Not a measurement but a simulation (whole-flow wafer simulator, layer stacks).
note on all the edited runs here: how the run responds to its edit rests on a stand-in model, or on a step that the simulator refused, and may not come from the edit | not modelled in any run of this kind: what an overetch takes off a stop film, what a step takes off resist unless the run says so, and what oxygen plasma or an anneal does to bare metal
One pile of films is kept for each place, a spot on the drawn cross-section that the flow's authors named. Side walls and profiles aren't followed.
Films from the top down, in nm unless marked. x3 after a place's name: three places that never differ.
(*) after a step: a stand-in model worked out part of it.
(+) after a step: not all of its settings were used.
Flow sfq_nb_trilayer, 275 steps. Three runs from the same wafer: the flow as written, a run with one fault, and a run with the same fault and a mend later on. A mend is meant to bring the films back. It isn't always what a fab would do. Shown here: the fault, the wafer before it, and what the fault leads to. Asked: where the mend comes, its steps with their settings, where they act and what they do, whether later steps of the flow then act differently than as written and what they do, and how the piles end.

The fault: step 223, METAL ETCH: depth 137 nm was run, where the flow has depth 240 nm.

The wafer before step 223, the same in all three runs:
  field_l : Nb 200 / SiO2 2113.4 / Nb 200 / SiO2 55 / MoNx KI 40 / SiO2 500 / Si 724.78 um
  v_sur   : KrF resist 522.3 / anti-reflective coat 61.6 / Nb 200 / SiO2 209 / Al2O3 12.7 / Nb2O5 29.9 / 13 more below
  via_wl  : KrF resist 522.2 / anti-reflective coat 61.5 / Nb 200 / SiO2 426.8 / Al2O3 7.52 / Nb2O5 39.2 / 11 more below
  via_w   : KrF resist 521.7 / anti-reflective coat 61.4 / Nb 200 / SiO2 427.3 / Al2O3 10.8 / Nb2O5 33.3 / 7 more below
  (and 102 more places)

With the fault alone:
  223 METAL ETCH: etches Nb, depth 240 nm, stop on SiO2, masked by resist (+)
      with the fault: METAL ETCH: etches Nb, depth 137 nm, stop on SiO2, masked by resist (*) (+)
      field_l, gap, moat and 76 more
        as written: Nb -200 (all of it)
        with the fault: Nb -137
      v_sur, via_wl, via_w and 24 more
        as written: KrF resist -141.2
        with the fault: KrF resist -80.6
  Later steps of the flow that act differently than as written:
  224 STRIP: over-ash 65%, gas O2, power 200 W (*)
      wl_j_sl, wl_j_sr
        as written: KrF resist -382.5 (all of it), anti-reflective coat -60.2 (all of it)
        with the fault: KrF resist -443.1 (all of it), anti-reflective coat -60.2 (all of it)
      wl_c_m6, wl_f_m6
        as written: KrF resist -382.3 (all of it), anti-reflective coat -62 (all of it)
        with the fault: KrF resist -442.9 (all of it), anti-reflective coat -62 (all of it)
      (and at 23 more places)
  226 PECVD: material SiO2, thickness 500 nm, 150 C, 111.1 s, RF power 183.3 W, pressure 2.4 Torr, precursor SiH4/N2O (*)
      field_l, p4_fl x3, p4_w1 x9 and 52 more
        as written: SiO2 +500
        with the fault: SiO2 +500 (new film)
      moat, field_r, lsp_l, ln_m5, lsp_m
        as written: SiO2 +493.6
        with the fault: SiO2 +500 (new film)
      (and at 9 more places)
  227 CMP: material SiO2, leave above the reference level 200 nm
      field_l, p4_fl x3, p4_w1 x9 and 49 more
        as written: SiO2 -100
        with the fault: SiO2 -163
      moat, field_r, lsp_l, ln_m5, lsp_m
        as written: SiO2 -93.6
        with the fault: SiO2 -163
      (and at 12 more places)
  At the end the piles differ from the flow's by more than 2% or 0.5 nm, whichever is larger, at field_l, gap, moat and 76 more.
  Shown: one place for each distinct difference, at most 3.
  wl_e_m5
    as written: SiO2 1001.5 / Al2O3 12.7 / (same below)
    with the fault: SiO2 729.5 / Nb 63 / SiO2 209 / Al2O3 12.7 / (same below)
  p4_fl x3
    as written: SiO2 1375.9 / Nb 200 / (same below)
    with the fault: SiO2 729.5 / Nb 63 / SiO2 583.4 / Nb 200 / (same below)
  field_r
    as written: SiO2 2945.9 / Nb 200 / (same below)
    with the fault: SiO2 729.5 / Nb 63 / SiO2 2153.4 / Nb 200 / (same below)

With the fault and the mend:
  The mend comes after step 223.
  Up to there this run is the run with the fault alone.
  223a METAL ETCH: etches Nb, depth 103 nm, stop on SiO2, masked by resist (+) (the flow's step 223 once more, with other settings)
      field_l, gap, moat and 76 more
        Nb -63 (all of it)
      v_sur, via_wl, via_w and 24 more
        KrF resist -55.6
  No later step of the flow acts differently than as written, at any place that is followed, by more than 2% or 0.5 nm, whichever is larger.
  At the end the piles are the same as the flow's at every place that both follow.
